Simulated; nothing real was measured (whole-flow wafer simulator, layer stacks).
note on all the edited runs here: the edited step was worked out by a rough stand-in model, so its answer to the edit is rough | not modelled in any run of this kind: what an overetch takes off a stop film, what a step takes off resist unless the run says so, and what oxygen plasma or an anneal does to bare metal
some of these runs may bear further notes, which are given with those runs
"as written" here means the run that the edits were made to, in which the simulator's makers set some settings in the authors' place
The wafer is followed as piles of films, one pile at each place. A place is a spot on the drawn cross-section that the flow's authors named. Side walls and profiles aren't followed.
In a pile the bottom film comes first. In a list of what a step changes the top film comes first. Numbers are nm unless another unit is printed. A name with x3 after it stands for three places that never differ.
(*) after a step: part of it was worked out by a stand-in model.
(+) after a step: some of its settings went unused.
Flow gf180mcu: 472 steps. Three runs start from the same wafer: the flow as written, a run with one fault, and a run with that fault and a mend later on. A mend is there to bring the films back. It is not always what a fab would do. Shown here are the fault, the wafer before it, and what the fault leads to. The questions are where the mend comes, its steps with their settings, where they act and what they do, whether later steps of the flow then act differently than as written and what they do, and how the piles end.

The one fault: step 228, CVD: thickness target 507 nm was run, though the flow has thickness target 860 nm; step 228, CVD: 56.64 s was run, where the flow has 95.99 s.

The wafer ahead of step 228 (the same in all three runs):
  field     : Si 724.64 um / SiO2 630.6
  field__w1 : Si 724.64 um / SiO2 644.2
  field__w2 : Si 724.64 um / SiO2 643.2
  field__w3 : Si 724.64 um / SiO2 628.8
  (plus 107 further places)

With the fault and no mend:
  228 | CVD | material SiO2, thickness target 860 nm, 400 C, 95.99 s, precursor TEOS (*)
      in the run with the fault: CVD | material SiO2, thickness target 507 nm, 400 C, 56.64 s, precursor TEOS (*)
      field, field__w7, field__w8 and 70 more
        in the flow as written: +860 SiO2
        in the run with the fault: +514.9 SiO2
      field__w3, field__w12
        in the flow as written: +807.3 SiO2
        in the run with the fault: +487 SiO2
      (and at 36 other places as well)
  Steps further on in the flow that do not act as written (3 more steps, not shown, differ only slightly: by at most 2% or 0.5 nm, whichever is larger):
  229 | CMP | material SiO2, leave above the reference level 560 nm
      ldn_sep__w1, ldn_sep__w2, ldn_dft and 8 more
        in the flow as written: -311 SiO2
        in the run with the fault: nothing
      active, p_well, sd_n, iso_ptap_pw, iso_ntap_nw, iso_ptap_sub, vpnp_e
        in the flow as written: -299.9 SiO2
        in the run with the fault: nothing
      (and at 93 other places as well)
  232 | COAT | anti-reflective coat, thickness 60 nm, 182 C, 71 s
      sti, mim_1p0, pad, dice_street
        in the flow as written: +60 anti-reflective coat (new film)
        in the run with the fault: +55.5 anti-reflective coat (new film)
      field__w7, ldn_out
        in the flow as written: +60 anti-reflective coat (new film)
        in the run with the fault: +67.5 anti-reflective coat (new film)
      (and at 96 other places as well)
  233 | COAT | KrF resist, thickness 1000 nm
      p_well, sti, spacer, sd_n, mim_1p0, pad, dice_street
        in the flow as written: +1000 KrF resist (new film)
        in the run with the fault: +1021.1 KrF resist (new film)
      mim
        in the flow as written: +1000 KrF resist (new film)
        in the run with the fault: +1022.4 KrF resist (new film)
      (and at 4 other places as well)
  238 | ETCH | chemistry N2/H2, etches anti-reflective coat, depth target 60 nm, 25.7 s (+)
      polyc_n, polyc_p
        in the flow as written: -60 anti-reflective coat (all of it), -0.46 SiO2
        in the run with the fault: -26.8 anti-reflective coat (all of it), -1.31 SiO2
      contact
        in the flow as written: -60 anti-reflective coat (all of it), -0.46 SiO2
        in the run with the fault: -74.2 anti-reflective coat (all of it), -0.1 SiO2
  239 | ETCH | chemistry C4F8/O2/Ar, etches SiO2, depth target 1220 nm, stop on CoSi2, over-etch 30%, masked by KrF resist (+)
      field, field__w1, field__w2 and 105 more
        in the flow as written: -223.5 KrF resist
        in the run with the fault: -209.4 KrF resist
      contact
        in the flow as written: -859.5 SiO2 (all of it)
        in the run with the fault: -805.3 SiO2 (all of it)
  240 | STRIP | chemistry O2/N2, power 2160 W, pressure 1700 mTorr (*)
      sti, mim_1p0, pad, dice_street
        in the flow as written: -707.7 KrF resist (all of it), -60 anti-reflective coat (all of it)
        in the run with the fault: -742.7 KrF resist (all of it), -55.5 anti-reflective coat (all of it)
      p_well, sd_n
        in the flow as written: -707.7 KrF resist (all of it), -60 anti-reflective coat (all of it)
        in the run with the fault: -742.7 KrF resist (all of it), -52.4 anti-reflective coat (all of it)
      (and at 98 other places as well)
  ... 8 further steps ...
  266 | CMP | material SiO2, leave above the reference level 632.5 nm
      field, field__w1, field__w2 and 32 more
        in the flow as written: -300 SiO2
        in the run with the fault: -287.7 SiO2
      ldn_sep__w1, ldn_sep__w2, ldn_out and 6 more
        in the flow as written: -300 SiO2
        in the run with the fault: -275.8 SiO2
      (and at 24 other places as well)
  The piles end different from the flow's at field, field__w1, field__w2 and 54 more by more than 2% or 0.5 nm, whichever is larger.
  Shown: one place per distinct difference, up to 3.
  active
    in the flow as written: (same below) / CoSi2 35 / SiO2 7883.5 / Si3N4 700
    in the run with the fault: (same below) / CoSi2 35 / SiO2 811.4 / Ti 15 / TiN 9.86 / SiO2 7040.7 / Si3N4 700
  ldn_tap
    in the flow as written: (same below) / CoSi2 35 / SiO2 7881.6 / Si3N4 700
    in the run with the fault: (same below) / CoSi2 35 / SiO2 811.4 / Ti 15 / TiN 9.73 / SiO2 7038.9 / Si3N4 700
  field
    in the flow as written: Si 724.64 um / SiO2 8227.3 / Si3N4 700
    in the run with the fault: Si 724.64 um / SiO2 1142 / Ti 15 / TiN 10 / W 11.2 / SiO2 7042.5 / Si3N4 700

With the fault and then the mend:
  The mend follows step 228.
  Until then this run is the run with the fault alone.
  228a | CVD | material SiO2, thickness target 353 nm, 400 C, 39.4 s, precursor TEOS (*) (a further turn of the flow's step 228, with different settings)
      field, field__w7, field__w8 and 72 more
        +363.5 SiO2
      field__w1, contact, active_hv
        +356.7 SiO2
      field_sub__w1, field_sub__w4, field_sub__w5
        +354 SiO2
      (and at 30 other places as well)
  Steps further on in the flow that do not act as written (2 more steps, not shown, differ only slightly: by at most 2% or 0.5 nm, whichever is larger):
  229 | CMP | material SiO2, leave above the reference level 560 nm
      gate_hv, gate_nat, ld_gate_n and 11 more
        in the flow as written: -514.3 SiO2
        in the run with the mend: -532.7 SiO2
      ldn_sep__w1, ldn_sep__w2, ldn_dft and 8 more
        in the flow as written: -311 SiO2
        in the run with the mend: -329.4 SiO2
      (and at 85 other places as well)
  When the end is reached, the piles differ only a little from the flow's at the places that both follow, at most by 2% or 0.5 nm, whichever is larger.
